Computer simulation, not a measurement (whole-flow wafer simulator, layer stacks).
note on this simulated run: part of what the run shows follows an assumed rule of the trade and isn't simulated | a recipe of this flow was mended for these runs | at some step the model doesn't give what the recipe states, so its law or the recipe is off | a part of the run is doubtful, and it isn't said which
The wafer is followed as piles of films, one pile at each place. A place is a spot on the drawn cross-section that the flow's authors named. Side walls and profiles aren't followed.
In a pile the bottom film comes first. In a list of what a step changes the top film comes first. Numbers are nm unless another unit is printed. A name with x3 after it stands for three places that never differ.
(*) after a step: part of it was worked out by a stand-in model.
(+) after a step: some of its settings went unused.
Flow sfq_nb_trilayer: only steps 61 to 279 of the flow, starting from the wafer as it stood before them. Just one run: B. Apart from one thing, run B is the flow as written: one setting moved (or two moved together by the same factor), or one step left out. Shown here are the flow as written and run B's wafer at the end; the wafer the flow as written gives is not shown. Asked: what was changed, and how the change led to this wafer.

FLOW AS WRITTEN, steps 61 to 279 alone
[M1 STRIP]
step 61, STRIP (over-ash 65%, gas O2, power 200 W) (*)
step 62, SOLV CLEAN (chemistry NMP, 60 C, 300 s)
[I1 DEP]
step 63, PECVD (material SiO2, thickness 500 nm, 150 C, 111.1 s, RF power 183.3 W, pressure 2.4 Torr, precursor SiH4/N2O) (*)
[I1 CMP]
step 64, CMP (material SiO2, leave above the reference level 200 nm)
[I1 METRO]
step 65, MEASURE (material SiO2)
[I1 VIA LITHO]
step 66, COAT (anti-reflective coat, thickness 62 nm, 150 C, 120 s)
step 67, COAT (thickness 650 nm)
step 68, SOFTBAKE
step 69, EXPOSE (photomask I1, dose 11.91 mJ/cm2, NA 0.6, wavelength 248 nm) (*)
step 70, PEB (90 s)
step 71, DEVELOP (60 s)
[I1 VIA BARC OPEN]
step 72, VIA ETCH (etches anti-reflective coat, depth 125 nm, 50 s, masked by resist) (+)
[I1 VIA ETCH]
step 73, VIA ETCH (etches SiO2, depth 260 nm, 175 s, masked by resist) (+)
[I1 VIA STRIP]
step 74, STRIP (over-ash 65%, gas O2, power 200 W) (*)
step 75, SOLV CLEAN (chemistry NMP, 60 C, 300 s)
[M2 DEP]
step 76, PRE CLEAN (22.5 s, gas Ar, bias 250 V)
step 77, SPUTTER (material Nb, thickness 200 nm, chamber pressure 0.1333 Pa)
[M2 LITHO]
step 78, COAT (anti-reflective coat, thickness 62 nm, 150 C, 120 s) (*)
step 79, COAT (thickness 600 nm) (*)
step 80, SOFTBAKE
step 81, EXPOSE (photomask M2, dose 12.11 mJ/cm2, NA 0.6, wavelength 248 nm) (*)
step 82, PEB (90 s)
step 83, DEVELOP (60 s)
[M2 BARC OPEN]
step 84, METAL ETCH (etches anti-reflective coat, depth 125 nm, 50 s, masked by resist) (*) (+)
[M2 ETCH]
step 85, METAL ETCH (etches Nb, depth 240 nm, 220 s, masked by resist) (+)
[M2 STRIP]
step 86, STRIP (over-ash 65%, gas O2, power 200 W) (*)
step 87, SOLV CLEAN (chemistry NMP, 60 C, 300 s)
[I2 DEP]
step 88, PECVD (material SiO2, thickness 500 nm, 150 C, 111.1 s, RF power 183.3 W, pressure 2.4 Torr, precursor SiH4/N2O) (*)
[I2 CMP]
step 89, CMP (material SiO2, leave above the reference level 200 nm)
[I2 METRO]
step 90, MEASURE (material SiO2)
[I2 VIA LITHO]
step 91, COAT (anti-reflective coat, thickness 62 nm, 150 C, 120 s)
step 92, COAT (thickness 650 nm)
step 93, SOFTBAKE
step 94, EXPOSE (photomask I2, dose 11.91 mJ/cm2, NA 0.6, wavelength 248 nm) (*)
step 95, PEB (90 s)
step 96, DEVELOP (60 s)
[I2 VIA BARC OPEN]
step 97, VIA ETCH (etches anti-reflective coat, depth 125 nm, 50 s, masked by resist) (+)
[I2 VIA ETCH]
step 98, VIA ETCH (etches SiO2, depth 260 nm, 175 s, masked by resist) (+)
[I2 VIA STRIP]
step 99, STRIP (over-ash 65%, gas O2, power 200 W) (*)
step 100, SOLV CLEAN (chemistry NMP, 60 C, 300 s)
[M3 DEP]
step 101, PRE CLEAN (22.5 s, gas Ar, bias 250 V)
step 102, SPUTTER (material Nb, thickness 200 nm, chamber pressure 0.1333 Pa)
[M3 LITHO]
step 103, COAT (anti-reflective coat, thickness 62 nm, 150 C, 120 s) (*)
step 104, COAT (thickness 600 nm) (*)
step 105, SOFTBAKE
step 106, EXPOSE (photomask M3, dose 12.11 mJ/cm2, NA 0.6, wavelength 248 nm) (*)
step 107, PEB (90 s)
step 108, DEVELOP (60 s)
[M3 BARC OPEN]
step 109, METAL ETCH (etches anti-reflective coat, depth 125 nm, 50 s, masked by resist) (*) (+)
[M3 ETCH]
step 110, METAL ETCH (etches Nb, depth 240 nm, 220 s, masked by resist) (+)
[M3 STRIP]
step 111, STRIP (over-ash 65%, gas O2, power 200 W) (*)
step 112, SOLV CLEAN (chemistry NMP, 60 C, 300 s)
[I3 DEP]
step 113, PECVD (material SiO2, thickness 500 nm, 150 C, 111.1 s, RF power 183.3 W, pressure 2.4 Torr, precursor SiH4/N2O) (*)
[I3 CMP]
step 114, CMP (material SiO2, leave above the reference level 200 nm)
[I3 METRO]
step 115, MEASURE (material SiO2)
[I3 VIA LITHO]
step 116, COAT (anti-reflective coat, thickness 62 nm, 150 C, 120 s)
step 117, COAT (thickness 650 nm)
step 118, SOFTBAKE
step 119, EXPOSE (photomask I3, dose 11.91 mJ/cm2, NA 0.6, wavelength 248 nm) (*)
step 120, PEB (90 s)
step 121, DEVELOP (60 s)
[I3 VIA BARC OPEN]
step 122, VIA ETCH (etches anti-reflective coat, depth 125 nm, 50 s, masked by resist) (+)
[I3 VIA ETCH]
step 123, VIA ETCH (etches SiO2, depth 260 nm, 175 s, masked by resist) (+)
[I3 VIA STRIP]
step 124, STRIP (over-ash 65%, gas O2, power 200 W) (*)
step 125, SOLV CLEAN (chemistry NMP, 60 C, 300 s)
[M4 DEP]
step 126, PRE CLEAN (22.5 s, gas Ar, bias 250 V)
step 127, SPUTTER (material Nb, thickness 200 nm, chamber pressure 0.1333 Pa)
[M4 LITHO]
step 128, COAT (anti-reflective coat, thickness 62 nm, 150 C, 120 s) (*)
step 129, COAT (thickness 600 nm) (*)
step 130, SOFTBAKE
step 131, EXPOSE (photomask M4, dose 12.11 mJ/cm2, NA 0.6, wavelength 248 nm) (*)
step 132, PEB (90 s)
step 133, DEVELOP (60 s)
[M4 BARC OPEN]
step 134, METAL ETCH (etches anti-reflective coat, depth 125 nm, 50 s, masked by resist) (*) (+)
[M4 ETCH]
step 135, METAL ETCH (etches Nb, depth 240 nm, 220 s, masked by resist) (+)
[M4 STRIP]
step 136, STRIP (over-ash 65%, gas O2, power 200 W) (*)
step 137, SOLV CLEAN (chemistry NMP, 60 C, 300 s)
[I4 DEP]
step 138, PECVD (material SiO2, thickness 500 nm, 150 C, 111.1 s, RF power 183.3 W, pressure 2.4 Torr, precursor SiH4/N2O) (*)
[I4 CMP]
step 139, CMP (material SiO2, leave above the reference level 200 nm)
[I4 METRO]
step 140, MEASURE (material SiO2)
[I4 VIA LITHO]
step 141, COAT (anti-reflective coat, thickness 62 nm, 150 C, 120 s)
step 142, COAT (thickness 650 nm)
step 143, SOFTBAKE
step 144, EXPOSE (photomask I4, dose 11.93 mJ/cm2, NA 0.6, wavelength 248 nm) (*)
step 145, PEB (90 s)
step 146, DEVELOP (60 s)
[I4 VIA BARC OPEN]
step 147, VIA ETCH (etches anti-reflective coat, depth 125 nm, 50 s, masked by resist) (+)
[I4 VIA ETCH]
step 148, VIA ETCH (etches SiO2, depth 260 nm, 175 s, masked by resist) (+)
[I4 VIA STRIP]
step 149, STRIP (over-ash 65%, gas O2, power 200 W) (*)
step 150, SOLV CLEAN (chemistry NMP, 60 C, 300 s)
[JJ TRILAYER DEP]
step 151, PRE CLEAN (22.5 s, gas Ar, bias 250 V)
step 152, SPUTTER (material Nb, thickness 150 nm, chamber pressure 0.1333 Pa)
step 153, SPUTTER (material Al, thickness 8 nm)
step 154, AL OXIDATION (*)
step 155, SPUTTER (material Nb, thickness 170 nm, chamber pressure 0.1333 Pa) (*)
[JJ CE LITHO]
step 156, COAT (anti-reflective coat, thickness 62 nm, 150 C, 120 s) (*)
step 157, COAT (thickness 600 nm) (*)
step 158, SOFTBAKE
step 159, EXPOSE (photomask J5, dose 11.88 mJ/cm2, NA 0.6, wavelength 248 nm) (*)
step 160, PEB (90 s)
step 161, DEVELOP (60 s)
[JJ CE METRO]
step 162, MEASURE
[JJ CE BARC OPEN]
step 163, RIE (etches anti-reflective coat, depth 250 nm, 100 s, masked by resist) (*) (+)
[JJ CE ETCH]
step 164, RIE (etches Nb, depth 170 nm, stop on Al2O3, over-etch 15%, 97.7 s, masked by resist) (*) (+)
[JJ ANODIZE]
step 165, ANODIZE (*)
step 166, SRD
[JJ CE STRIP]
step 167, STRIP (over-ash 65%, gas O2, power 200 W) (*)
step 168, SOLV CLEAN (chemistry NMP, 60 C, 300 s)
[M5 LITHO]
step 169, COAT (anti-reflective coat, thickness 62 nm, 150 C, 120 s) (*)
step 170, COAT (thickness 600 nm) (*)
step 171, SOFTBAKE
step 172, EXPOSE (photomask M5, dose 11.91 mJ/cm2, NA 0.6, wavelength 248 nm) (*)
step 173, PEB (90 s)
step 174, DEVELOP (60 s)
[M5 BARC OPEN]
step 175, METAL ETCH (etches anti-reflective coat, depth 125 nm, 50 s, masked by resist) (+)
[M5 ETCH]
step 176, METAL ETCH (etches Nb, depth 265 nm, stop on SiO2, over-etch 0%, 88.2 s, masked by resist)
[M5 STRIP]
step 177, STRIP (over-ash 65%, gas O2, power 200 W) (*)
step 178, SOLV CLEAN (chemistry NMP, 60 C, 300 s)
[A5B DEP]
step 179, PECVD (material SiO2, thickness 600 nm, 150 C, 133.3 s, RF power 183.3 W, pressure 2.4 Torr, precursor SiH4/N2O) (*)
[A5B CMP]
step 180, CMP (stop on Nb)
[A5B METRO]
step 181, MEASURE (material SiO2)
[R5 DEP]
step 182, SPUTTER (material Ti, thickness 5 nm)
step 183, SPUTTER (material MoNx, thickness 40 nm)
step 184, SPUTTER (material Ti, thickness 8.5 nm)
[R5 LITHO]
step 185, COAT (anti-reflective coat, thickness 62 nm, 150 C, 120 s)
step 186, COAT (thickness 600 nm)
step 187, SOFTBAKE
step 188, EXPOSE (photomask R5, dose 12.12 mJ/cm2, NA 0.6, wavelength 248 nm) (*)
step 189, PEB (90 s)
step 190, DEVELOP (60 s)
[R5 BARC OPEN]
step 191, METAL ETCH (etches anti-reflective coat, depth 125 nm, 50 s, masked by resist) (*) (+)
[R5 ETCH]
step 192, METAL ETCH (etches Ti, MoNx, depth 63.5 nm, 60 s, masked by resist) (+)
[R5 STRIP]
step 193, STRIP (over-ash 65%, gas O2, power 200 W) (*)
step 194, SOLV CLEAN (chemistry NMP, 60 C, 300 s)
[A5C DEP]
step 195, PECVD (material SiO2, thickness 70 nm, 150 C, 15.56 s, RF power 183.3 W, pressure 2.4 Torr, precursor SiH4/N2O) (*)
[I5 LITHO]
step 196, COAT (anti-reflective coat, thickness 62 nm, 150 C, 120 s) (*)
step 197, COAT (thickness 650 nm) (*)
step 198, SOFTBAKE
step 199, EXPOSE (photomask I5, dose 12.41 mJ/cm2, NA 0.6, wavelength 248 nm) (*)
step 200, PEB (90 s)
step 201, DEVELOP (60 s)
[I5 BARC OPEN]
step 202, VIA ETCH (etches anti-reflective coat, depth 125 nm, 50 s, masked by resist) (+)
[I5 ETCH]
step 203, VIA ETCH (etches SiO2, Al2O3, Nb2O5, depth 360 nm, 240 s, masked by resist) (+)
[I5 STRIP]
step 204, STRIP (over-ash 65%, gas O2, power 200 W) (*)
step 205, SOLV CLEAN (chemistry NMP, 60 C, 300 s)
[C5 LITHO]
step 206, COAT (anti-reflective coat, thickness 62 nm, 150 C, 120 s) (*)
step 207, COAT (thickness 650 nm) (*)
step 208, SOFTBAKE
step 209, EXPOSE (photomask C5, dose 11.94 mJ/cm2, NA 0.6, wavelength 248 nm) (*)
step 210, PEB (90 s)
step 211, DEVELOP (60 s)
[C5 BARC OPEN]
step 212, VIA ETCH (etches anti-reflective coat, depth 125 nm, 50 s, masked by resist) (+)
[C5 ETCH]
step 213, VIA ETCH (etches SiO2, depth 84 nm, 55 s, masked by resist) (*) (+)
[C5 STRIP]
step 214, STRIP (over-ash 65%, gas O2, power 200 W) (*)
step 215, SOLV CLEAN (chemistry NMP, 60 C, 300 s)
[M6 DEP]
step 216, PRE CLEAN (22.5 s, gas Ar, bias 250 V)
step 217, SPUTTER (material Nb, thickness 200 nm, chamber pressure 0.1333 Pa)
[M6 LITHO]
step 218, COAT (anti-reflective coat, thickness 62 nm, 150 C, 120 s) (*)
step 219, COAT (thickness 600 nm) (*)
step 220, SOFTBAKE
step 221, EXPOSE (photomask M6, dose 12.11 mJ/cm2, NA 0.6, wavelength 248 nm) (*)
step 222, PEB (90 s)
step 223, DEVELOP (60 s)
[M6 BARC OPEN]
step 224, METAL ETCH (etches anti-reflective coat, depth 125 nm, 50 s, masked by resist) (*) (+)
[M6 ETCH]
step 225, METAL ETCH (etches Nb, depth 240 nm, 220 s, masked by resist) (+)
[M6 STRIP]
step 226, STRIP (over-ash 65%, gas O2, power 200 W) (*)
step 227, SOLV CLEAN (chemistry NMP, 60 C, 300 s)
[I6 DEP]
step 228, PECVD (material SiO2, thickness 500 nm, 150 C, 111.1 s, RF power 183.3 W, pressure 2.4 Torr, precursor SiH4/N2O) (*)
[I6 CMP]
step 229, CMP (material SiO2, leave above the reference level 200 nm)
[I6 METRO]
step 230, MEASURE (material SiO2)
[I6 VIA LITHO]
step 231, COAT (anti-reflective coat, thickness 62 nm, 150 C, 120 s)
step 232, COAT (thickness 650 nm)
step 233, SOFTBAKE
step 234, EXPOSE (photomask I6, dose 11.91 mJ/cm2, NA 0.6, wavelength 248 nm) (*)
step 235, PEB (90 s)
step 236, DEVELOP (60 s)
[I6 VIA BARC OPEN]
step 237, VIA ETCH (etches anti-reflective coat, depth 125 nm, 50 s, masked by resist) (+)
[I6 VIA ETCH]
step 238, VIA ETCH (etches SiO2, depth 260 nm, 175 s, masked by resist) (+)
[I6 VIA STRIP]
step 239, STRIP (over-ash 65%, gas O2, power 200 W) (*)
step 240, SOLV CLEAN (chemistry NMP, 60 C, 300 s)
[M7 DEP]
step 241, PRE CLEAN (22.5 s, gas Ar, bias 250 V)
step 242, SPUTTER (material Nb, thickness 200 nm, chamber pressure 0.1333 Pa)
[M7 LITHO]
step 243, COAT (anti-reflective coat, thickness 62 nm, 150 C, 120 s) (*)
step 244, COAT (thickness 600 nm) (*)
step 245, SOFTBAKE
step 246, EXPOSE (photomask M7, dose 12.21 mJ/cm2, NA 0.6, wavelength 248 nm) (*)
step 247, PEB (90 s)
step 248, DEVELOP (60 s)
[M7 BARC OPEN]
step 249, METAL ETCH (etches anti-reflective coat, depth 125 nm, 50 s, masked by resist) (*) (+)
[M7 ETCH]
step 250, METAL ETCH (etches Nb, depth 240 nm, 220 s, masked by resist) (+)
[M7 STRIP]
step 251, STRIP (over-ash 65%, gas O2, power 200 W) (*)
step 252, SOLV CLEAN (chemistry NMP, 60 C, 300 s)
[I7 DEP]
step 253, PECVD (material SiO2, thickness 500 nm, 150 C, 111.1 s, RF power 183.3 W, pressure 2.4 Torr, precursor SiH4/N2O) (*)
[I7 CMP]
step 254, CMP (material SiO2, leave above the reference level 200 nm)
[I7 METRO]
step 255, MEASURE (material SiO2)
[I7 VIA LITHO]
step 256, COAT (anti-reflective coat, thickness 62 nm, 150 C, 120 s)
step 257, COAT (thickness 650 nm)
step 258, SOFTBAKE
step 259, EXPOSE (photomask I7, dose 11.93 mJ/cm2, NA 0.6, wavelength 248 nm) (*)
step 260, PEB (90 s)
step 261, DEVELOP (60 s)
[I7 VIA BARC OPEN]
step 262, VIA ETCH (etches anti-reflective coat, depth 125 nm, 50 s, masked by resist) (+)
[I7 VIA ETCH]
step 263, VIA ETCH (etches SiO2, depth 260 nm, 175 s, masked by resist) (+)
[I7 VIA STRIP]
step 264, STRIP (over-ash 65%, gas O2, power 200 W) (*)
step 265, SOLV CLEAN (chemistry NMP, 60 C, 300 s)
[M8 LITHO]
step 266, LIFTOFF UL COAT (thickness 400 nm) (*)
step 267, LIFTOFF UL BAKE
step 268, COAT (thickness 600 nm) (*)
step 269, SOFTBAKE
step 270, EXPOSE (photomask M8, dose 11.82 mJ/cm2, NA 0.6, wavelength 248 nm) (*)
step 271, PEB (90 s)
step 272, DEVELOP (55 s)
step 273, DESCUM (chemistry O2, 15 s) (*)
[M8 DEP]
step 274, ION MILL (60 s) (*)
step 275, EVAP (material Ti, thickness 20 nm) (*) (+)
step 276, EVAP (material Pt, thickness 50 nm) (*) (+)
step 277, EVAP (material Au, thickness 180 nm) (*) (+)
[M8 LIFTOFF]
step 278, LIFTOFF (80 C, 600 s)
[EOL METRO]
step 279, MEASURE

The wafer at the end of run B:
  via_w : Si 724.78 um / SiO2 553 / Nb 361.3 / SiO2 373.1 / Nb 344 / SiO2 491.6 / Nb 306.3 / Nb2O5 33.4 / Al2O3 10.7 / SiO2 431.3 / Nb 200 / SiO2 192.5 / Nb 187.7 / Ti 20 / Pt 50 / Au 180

Cause: step 63, PECVD: thickness 340 nm was run, though the flow has thickness 500 nm; step 63, PECVD: 75.6 s was run, where the flow has 111.1 s.

The path from the change to this, step by step:
  step 63, PECVD (material SiO2, thickness 500 nm, 150 C, 111.1 s, RF power 183.3 W, pressure 2.4 Torr, precursor SiH4/N2O) (*)
      field_l, be, be_sur and 72 more: SiO2 gains 340 (it would be, as written: SiO2 gains 500)
      v_sur, via_wl, via_wr and 20 more: SiO2 gains 340 (new film) (it would be, as written: SiO2 gains 500 (new film))
      (as well as at 8 more places)
  step 64, CMP (material SiO2, leave above the reference level 200 nm)
      field_l, be, be_sur and 72 more: nothing (it would be, as written: SiO2 loses 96)
      lsp_m, ln_m6, lsp_r, l0_sur, l0v: nothing (it would be, as written: SiO2 loses 90.8)
      (as well as at 26 more places)
  step 66, COAT (anti-reflective coat, thickness 62 nm, 150 C, 120 s)
      m0r_line_l, m0r_line_r, m6r_line_l, m6r_line_r, m7r_line_l, m7r_line_r: anti-reflective coat gains 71 (new film) (it would be, as written: anti-reflective coat gains 62 (new film))
      m0r_space_l, m0r_space_r, m6r_space_l, m6r_space_r, m7r_space_l, m7r_space_r: anti-reflective coat gains 79.7 (new film) (it would be, as written: anti-reflective coat gains 62 (new film))
      (as well as at 65 more places)
  step 67, COAT (thickness 650 nm)
      m5r_line_l x2: KrF-resist-other-grade gains 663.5 (new film) (it would be, as written: KrF-resist-other-grade gains 650 (new film))
      via_sp: KrF-resist-other-grade gains 632.6 (new film) (it would be, as written: KrF-resist-other-grade gains 650 (new film))
      (as well as at 9 more places)
  step 71, DEVELOP (60 s)
      via_v: KrF-resist-other-grade loses 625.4 (all of it) (it would be, as written: KrF-resist-other-grade loses 648.6 (all of it))
  step 72, VIA ETCH (etches anti-reflective coat, depth 125 nm, 50 s, masked by resist) (+)
      via_v: anti-reflective coat loses 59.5 (all of it), SiO2 loses 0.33 (it would be, as written: anti-reflective coat loses 62 (all of it), SiO2 loses 0.31)
  step 74, STRIP (over-ash 65%, gas O2, power 200 W) (*)
      m0r_line_l, m0r_line_r, m6r_line_l, m6r_line_r, m7r_line_l, m7r_line_r: KrF-resist-other-grade loses 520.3 (all of it), anti-reflective coat loses 71 (all of it) (it would be, as written: KrF-resist-other-grade loses 510.8 (all of it), anti-reflective coat loses 62 (all of it))
      m0r_space_l, m0r_space_r, m6r_space_l, m6r_space_r, m7r_space_l, m7r_space_r: KrF-resist-other-grade loses 513.1 (all of it), anti-reflective coat loses 79.7 (all of it) (it would be, as written: KrF-resist-other-grade loses 510.8 (all of it), anti-reflective coat loses 62 (all of it))
      (as well as at 64 more places)
  step 77, SPUTTER (material Nb, thickness 200 nm, chamber pressure 0.1333 Pa)
      be, lsp_l: Nb gains 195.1 (new film) (it would be, as written: Nb gains 200 (new film))
  step 78, COAT (anti-reflective coat, thickness 62 nm, 150 C, 120 s) (*)
      p4_fm, m0r_line_r, m6r_line_r, m7r_line_r: anti-reflective coat gains 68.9 (new film) (it would be, as written: anti-reflective coat gains 62 (new film))
      p4_w1, wl_a_sr, wl_b_sl, wl_b_sr: anti-reflective coat gains 60.6 (new film) (it would be, as written: anti-reflective coat gains 62 (new film))
      (as well as at 70 more places)
  step 79, COAT (thickness 600 nm) (*)
      via_wr: KrF-resist-other-grade gains 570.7 (new film) (it would be, as written: KrF-resist-other-grade gains 584.2 (new film))
      via_sp: KrF-resist-other-grade gains 580.2 (new film) (it would be, as written: KrF-resist-other-grade gains 600.7 (new film))
      (as well as at 11 more places)
  step 83, DEVELOP (60 s)
      be_sur: KrF-resist-other-grade loses 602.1 (all of it) (it would be, as written: KrF-resist-other-grade loses 588.1 (all of it))
      ln_m5: KrF-resist-other-grade loses 581.6 (all of it) (it would be, as written: KrF-resist-other-grade loses 598.2 (all of it))
      (as well as at 5 more places)
  step 84, METAL ETCH (etches anti-reflective coat, depth 125 nm, 50 s, masked by resist) (*) (+)
      p4_fm, m0r_line_r, m6r_line_r, m7r_line_r: anti-reflective coat loses 68.9 (all of it) (it would be, as written: anti-reflective coat loses 62 (all of it))
      m0r_line_l, m6r_line_l, m7r_line_l: anti-reflective coat loses 69.1 (all of it) (it would be, as written: anti-reflective coat loses 62 (all of it))
      (as well as at 53 more places)
  step 85, METAL ETCH (etches Nb, depth 240 nm, 220 s, masked by resist) (+)
      be, lsp_l: Nb loses 195.1 (all of it), SiO2 loses 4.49 (it would be, as written: Nb loses 200 (all of it), SiO2 loses 4)
  step 86, STRIP (over-ash 65%, gas O2, power 200 W) (*)
      v_sur: KrF-resist-other-grade loses 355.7 (all of it), anti-reflective coat loses 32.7 (all of it) (it would be, as written: KrF-resist-other-grade loses 360.6 (all of it), anti-reflective coat loses 64.8 (all of it))
      via_wl: KrF-resist-other-grade loses 347.7 (all of it), anti-reflective coat loses 43.3 (all of it) (it would be, as written: KrF-resist-other-grade loses 357.4 (all of it), anti-reflective coat loses 67.7 (all of it))
      (as well as at 20 more places)
  step 89, CMP (material SiO2, leave above the reference level 200 nm)
      field_l, be_sur, gap and 72 more: SiO2 loses 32 (it would be, as written: SiO2 loses 96)
      lsp_m, ln_m6, lsp_r, l0_sur, l0v: SiO2 loses 28.6 (it would be, as written: SiO2 loses 96)
      (as well as at 3 more places)
  step 98, VIA ETCH (etches SiO2, depth 260 nm, 175 s, masked by resist) (+)
      via_w: SiO2 loses 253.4 (all of it), Nb loses 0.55 (it would be, as written: SiO2 loses 199.7 (all of it), Nb loses 5.03)
  ... 4 further steps ...
  step 113, PECVD (material SiO2, thickness 500 nm, 150 C, 111.1 s, RF power 183.3 W, pressure 2.4 Torr, precursor SiH4/N2O) (*)
      via_w: SiO2 gains 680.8 (new film) (it would be, as written: SiO2 gains 621.2 (new film))
